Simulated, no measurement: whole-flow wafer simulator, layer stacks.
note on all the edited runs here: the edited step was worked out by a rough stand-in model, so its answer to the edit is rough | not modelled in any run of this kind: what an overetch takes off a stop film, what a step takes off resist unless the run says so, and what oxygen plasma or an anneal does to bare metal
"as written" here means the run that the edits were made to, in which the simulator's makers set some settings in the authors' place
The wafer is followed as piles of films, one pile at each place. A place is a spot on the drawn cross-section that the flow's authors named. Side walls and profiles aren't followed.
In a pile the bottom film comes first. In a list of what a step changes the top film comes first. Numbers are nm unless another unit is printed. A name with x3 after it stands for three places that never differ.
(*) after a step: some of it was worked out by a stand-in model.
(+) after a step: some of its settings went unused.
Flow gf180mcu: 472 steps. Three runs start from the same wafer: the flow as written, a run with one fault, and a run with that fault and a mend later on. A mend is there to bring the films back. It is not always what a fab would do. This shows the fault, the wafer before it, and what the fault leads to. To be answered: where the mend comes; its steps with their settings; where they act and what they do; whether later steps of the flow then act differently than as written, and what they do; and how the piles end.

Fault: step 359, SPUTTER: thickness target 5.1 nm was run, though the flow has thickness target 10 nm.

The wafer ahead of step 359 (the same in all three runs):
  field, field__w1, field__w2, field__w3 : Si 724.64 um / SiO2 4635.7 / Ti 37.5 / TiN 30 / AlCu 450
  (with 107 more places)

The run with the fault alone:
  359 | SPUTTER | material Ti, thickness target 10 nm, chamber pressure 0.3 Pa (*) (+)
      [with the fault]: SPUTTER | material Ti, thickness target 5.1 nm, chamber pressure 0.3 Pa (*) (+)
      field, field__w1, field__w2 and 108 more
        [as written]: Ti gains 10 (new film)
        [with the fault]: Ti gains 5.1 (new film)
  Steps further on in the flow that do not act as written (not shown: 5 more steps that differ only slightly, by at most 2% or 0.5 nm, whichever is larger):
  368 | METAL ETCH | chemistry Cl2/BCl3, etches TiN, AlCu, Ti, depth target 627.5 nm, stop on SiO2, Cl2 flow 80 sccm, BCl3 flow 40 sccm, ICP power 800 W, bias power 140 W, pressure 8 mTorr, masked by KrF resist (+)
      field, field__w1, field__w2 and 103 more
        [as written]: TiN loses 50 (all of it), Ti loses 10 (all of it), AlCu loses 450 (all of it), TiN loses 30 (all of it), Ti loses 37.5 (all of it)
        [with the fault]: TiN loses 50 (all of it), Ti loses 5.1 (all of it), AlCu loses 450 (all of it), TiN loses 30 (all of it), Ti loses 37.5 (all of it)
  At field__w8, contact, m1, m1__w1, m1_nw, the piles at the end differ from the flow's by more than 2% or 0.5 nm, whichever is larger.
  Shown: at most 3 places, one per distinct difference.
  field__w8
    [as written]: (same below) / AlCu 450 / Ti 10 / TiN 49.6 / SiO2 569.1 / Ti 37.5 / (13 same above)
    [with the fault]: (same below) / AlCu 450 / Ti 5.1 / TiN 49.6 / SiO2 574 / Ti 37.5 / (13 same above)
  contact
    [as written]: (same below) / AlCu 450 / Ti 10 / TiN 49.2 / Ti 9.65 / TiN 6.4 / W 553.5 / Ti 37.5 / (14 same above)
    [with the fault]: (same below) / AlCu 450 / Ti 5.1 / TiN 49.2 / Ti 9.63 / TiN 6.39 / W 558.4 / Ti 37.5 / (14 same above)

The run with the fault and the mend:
  The mend follows step 359.
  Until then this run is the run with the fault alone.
  359a | SPUTTER | material Ti, thickness target 4.9 nm, chamber pressure 0.3 Pa (*) (+) (a further turn of the flow's step 359, with different settings)
      field, field__w1, field__w2 and 108 more
        Ti gains 4.9
  Later steps of the flow that are run all act as written at every place that is followed.
  The piles end the same as the flow's at every place that both follow.
